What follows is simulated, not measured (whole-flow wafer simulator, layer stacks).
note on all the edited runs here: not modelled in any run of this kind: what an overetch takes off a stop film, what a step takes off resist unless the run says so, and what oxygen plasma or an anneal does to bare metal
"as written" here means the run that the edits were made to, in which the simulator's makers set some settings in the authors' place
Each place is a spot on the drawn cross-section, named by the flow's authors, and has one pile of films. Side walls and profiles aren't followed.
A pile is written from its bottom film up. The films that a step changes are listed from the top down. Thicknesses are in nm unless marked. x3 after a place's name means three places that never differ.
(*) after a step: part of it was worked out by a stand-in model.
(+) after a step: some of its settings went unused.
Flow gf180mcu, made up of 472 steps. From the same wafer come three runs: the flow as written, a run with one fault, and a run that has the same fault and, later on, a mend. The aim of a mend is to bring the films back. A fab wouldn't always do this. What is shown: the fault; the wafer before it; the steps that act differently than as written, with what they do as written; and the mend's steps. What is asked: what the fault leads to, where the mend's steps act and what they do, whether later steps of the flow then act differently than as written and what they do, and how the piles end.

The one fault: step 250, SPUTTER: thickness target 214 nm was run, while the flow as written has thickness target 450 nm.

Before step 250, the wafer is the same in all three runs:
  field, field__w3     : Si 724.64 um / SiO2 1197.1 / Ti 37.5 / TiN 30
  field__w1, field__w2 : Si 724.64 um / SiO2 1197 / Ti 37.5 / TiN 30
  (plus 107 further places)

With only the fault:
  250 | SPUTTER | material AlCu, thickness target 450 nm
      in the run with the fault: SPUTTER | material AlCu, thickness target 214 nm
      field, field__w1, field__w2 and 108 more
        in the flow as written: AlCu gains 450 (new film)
        in the run with the fault: AlCu gains 214 (new film)
  Steps further on in the flow that do not act as written:
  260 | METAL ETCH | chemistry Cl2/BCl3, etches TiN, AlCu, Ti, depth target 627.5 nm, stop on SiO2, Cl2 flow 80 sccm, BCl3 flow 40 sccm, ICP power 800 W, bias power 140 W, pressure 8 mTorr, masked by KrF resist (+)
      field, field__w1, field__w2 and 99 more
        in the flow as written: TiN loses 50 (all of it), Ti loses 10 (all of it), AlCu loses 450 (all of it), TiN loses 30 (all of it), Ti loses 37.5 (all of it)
        in the run with the fault: TiN loses 50 (all of it), Ti loses 10 (all of it), AlCu loses 214 (all of it), TiN loses 30 (all of it), Ti loses 37.5 (all of it)
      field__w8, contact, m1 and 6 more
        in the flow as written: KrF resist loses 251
        in the run with the fault: KrF resist loses 204.9
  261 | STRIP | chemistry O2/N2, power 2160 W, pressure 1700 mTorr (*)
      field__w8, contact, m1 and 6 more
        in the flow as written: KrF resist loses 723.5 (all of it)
        in the run with the fault: KrF resist loses 769.6 (all of it)
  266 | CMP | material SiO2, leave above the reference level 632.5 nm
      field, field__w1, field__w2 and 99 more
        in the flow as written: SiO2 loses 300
        in the run with the fault: SiO2 loses 536
  By the end, the piles at field, field__w1, field__w2 and 109 more depart from the flow's by more than 2% or 0.5 nm, whichever is larger.
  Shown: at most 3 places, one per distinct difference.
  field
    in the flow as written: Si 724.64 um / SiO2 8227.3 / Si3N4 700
    in the run with the fault: Si 724.64 um / SiO2 7991.3 / Si3N4 700
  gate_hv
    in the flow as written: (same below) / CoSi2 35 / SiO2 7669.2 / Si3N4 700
    in the run with the fault: (same below) / CoSi2 35 / SiO2 7433.2 / Si3N4 700
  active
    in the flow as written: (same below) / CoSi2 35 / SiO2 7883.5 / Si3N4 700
    in the run with the fault: (same below) / CoSi2 35 / SiO2 7647.5 / Si3N4 700

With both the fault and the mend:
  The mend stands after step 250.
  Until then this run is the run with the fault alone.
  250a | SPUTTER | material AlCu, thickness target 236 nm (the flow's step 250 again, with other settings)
      field, field__w1, field__w2 and 108 more
        AlCu gains 236
  Later steps of the flow that are run all act as written at every place that is followed.
  The piles end the same as the flow's at every place that both follow.
